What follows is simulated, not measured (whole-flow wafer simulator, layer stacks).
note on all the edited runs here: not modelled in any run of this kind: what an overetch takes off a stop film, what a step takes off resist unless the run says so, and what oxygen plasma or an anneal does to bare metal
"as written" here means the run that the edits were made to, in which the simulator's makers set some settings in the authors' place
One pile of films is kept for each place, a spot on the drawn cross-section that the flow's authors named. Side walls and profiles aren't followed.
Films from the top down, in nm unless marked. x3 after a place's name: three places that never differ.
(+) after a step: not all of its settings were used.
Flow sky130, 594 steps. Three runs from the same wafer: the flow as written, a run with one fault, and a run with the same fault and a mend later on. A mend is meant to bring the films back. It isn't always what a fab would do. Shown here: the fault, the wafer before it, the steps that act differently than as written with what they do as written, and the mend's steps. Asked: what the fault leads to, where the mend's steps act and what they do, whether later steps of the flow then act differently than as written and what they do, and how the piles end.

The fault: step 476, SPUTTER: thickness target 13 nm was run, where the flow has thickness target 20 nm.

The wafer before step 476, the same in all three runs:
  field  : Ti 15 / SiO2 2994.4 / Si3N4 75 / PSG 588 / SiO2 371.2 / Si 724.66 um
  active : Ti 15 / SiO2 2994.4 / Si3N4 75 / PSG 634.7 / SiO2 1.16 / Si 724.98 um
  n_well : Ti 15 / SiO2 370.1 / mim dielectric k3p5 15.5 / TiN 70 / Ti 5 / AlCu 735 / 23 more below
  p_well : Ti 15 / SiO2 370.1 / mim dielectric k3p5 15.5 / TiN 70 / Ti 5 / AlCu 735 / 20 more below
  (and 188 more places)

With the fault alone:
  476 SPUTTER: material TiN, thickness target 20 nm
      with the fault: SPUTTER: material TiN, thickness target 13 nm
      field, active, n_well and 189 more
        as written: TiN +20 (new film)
        with the fault: TiN +13 (new film)
  Later steps of the flow that act differently than as written (5 more steps differ only slightly, by at most 2% or 0.5 nm, whichever is larger, and aren't shown):
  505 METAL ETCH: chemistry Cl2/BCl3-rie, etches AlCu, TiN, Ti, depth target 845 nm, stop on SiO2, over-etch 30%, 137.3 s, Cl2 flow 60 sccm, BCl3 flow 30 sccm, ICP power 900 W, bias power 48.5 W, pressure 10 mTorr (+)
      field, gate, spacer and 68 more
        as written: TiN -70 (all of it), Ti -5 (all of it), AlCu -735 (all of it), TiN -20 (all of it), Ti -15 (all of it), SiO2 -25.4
        with the fault: TiN -70 (all of it), Ti -5 (all of it), AlCu -735 (all of it), TiN -13 (all of it), Ti -15 (all of it), SiO2 -26.1
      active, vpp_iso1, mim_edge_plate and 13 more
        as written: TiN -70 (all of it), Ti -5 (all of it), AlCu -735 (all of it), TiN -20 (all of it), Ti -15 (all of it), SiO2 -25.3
        with the fault: TiN -70 (all of it), Ti -5 (all of it), AlCu -735 (all of it), TiN -13 (all of it), Ti -15 (all of it), SiO2 -26.1
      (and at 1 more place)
  At the end the piles differ from the flow's by more than 2% or 0.5 nm, whichever is larger, at n_well, p_well, gate_hv and 102 more.
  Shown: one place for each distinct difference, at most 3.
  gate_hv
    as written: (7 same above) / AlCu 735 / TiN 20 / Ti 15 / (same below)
    with the fault: (7 same above) / AlCu 735 / TiN 13 / Ti 15 / (same below)
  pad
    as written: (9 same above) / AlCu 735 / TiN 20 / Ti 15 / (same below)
    with the fault: (9 same above) / AlCu 735 / TiN 13 / Ti 15 / (same below)
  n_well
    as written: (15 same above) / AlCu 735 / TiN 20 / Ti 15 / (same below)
    with the fault: (15 same above) / AlCu 735 / TiN 13 / Ti 15 / (same below)

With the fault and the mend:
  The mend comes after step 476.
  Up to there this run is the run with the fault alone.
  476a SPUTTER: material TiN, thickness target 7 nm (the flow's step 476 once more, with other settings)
      field, active, n_well and 189 more
        TiN +7
  No later step of the flow acts differently than as written at any place that is followed.
  At the end the piles are the same as the flow's at every place that both follow.
